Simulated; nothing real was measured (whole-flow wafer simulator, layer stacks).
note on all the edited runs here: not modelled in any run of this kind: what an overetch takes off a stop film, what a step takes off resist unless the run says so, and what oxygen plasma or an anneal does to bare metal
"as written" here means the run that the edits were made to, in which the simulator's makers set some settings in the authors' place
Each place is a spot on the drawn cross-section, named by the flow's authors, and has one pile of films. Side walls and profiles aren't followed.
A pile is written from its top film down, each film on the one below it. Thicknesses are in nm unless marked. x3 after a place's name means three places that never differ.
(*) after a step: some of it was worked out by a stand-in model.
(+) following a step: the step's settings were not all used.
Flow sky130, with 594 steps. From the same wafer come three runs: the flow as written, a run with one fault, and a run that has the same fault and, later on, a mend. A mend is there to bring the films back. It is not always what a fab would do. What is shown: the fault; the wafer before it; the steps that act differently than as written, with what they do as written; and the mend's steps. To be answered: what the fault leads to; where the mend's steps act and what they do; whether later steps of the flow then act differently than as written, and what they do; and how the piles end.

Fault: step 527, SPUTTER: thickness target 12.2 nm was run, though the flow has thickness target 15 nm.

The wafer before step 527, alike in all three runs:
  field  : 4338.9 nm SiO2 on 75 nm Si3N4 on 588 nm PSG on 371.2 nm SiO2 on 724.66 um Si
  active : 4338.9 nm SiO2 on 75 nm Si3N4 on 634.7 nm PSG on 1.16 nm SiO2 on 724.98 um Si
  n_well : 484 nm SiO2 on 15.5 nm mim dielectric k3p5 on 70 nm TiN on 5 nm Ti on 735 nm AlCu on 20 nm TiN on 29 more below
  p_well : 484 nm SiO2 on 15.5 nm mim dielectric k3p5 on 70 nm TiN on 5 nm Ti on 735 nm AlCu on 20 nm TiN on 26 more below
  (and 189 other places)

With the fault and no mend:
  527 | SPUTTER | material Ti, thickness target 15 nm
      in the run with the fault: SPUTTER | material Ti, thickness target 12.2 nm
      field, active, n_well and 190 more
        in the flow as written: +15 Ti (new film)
        in the run with the fault: +12.2 Ti (new film)
  Later steps of the flow acting differently than as written (not shown: 20 more steps that differ only slightly, by at most 2% or 0.5 nm, whichever is larger):
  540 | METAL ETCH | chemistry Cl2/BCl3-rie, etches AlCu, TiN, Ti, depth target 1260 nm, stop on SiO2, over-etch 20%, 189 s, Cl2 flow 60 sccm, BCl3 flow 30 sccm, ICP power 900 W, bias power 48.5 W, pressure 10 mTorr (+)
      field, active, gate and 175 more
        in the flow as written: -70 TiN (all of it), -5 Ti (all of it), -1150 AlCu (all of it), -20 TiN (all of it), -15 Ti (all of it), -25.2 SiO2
        in the run with the fault: -70 TiN (all of it), -5 Ti (all of it), -1150 AlCu (all of it), -20 TiN (all of it), -12.2 Ti (all of it), -25.5 SiO2
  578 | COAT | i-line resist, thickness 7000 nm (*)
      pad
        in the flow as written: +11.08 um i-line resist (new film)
        in the run with the fault: +11.09 um i-line resist (new film)
  At n_well, p_well, sd_n and 12 more, the piles at the end differ from the flow's by more than 2% or 0.5 nm, whichever is larger.
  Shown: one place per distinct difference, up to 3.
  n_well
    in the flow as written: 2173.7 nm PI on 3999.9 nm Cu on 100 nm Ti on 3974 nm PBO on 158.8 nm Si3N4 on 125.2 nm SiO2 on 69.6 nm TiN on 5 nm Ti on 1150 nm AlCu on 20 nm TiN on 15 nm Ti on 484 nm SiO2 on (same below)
    in the run with the fault: 2174 nm PI on 3999.9 nm Cu on 100 nm Ti on 3976 nm PBO on 158.8 nm Si3N4 on 125.2 nm SiO2 on 69.6 nm TiN on 5 nm Ti on 1150 nm AlCu on 20 nm TiN on 12.2 nm Ti on 484 nm SiO2 on (same below)
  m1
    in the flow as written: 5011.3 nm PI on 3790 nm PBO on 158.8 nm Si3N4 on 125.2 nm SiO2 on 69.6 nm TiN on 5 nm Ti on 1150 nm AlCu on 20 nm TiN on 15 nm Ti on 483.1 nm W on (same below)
    in the run with the fault: 5011.4 nm PI on 3792.3 nm PBO on 158.8 nm Si3N4 on 125.2 nm SiO2 on 69.6 nm TiN on 5 nm Ti on 1150 nm AlCu on 20 nm TiN on 12.2 nm Ti on 483.1 nm W on (same below)
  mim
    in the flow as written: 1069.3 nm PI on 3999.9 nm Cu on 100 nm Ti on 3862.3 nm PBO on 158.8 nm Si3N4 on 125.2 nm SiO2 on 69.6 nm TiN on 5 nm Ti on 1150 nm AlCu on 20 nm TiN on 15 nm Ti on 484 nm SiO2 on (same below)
    in the run with the fault: 1069.6 nm PI on 3999.9 nm Cu on 100 nm Ti on 3864.5 nm PBO on 158.8 nm Si3N4 on 125.2 nm SiO2 on 69.6 nm TiN on 5 nm Ti on 1150 nm AlCu on 20 nm TiN on 12.2 nm Ti on 484 nm SiO2 on (same below)

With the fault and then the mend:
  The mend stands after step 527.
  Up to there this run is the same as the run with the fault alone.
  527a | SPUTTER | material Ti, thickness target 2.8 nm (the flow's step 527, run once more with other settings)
      field, active, n_well and 190 more
        +2.8 Ti
  None of the later steps of the flow acts differently than as written at any place that is followed.
  At every place that both follow, the piles at the end match the flow's.
